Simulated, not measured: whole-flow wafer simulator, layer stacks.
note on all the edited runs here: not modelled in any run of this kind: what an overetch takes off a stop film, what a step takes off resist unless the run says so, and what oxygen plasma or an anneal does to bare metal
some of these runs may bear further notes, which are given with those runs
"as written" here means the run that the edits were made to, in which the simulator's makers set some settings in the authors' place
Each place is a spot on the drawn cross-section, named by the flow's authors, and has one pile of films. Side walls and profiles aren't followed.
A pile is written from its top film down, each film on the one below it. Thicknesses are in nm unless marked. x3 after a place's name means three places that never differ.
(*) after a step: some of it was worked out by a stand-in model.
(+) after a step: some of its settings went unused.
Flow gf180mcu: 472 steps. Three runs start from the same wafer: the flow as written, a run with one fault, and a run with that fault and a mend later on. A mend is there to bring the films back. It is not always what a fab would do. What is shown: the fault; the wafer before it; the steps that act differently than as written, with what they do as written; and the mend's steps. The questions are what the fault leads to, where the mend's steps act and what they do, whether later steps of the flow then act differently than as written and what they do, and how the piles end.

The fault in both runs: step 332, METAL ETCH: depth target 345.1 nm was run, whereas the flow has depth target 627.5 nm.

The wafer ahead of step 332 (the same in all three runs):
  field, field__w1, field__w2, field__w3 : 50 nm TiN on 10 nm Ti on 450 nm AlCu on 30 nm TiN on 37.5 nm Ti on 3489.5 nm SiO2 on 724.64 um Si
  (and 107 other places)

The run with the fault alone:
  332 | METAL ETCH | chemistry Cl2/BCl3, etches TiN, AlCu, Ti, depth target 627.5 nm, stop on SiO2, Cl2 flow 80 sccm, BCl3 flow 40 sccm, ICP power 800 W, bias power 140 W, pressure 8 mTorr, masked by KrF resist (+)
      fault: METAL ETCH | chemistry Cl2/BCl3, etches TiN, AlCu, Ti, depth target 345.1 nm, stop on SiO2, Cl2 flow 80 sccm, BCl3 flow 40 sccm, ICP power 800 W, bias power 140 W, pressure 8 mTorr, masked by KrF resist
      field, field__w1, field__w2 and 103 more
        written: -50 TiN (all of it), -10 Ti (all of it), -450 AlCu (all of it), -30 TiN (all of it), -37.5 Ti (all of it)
        fault: -50 TiN (all of it), -10 Ti (all of it), -285.1 AlCu
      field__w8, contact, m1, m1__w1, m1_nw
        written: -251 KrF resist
        fault: -138 KrF resist
  Steps later in the flow that act otherwise than as written:
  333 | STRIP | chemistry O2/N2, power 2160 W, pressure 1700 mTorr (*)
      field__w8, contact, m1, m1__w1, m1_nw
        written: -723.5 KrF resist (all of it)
        fault: -836.5 KrF resist (all of it)
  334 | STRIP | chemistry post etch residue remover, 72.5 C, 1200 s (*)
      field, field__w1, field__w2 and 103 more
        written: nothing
        fault: -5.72 AlCu
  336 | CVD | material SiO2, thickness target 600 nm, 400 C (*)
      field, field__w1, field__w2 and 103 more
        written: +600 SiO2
        fault: +600 SiO2 (new film)
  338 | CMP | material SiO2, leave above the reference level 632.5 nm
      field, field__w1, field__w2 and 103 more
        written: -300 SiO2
        fault: -526.7 SiO2
  At field, field__w1, field__w2 and 104 more, the piles at the end differ from the flow's by more than 2% or 0.5 nm, whichever is larger.
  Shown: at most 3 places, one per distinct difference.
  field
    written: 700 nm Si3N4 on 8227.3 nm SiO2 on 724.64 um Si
    fault: 700 nm Si3N4 on 4511.1 nm SiO2 on 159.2 nm AlCu on 30 nm TiN on 37.5 nm Ti on 3489.5 nm SiO2 on 724.64 um Si
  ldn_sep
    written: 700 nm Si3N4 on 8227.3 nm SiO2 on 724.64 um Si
    fault: 700 nm Si3N4 on 4511.1 nm SiO2 on 159.2 nm AlCu on 30 nm TiN on 37.5 nm Ti on 3489.4 nm SiO2 on 724.64 um Si
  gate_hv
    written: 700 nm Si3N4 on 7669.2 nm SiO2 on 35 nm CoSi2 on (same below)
    fault: 700 nm Si3N4 on 4511.1 nm SiO2 on 159.2 nm AlCu on 30 nm TiN on 37.5 nm Ti on 2931.3 nm SiO2 on 35 nm CoSi2 on (same below)

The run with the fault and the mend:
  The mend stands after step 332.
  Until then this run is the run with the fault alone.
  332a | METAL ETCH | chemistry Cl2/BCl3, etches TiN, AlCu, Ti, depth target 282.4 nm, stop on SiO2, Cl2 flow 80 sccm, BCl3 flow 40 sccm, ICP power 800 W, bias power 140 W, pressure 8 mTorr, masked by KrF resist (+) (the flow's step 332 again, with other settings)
      field, field__w1, field__w2 and 103 more
        -164.9 AlCu (all of it), -30 TiN (all of it), -37.5 Ti (all of it)
      field__w8, contact, m1, m1__w1, m1_nw
        -113 KrF resist
  None of the later steps of the flow acts differently than as written at any place that is followed.
  By the end, the piles equal the flow's at every place that both follow.
